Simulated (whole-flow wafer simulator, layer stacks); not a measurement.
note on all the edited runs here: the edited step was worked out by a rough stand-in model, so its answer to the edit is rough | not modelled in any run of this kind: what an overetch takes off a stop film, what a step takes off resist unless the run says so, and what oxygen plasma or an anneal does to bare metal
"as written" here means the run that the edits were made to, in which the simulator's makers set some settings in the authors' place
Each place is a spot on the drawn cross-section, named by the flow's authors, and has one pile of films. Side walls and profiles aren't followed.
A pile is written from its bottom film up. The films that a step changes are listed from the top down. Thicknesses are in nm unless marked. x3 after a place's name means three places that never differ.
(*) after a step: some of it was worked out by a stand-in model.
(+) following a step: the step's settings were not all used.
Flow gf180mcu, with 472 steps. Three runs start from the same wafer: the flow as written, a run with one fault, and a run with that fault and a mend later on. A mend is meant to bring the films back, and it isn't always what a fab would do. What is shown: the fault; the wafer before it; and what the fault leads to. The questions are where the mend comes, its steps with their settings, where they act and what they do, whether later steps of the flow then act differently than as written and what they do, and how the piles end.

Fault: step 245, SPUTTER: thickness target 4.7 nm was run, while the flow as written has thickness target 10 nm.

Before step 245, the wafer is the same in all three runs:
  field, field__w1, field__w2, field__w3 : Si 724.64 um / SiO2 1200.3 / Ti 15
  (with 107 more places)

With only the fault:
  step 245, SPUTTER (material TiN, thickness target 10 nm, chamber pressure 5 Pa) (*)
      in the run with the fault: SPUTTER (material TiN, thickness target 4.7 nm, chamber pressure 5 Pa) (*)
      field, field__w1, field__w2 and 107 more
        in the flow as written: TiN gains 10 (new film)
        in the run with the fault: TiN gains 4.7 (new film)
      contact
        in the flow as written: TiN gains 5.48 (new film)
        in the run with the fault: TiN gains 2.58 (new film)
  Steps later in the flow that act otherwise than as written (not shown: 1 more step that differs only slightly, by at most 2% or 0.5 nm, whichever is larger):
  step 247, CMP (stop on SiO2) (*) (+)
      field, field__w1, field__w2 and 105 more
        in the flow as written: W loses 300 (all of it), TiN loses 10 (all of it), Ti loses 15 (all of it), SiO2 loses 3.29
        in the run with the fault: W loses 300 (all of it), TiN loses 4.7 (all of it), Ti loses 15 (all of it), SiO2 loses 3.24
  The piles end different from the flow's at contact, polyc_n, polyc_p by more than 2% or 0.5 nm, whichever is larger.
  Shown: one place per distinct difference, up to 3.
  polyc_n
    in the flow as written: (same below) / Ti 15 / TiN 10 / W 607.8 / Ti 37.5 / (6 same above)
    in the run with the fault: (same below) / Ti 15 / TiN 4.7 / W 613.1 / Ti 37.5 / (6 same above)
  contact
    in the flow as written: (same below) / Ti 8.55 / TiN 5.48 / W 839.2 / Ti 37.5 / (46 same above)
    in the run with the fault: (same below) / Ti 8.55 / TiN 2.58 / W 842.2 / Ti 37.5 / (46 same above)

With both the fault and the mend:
  The mend follows step 245.
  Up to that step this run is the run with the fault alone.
  step 245a, SPUTTER (material TiN, thickness target 5.3 nm, chamber pressure 5 Pa) (*) (the flow's step 245, run once more with other settings)
      field, field__w1, field__w2 and 107 more
        TiN gains 5.3
      contact
        TiN gains 2.9
  Later steps of the flow that are run all act as written at every place that is followed.
  At every place that both follow, the piles at the end match the flow's.
